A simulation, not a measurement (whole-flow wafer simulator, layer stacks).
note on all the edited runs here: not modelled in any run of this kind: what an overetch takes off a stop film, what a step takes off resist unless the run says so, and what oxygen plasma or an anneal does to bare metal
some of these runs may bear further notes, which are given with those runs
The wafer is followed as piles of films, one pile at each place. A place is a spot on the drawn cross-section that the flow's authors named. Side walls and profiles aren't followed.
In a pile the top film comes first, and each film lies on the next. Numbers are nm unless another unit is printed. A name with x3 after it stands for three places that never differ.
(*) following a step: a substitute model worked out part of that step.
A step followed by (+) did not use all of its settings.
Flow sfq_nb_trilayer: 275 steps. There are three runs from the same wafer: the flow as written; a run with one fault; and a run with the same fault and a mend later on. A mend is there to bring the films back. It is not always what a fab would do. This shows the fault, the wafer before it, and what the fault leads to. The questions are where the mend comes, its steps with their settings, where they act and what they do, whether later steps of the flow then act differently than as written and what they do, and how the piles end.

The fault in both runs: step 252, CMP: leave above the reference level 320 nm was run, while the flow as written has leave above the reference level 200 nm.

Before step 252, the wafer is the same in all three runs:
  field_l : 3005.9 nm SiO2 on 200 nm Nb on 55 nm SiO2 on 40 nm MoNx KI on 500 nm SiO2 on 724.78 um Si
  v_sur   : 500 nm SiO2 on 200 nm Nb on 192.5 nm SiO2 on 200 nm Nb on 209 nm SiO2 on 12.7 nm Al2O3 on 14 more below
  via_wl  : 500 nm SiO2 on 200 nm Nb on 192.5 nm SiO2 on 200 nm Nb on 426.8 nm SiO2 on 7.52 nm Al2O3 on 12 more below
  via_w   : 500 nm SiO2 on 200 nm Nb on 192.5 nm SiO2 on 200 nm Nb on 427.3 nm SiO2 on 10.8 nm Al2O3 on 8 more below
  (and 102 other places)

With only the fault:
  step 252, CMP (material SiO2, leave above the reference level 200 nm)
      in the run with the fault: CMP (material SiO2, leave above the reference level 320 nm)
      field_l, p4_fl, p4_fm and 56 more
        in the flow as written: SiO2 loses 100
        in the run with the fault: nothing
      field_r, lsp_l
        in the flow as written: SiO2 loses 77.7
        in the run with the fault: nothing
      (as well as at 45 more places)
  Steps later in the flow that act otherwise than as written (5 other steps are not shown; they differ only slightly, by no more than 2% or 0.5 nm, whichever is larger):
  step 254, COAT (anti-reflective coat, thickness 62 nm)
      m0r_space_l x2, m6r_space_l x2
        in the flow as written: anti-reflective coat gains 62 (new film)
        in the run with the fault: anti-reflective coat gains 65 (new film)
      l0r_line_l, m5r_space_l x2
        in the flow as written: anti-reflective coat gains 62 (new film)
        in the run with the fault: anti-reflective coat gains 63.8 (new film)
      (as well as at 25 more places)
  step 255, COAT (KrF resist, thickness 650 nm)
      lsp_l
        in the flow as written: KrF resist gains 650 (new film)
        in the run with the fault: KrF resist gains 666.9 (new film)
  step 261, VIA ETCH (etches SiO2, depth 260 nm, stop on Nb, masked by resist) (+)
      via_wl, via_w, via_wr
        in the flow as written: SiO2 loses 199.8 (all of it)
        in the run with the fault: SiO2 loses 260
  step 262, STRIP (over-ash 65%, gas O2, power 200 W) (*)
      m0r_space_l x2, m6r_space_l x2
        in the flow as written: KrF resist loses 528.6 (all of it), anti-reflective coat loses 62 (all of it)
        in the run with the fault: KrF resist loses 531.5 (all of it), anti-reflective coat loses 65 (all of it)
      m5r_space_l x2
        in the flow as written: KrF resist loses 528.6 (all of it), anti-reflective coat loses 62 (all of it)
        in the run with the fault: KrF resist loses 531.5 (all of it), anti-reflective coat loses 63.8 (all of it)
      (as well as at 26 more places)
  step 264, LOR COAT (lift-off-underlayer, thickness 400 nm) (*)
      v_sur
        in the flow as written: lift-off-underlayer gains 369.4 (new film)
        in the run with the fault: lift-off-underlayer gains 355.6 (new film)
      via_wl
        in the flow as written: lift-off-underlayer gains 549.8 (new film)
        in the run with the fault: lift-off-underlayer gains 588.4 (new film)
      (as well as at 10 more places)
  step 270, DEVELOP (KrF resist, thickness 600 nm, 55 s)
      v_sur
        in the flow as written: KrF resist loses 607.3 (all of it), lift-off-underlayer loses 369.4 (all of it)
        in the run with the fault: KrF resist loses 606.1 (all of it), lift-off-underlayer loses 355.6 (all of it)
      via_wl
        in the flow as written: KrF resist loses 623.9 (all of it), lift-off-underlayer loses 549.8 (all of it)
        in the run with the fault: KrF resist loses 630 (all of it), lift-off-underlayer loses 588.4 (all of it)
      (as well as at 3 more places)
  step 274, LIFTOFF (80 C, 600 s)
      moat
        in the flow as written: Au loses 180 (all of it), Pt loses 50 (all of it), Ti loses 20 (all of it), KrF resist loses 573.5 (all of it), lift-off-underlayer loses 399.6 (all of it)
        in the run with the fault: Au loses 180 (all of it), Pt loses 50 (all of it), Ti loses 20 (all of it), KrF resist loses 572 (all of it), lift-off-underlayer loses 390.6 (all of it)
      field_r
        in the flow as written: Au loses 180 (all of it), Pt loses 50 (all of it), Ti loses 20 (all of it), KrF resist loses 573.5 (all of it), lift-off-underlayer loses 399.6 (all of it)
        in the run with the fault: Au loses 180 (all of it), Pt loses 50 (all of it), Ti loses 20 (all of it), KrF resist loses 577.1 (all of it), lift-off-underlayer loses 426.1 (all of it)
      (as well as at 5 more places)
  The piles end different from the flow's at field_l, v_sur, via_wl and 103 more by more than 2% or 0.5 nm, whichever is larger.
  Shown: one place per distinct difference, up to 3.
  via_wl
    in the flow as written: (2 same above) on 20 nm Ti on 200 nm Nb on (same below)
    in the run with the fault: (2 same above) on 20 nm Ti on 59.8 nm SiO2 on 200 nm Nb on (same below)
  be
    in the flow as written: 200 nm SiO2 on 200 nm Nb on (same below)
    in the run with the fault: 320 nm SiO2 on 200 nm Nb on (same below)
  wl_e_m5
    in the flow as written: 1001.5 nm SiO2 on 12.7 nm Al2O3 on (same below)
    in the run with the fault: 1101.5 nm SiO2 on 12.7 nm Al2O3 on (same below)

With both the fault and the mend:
  After step 253 comes the mend.
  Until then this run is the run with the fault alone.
  step 253a, CMP (material SiO2, leave above the reference level 200 nm) (a further turn of the flow's step 252)
      field_l, p4_fl, p4_fm and 56 more
        SiO2 loses 100
      v_sur, via_wl, via_w and 40 more
        SiO2 loses 120
      field_r, lsp_l
        SiO2 loses 77.7
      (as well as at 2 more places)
  None of the later steps of the flow acts differently than as written at any place that is followed.
  At every place that both follow, the piles at the end match the flow's.
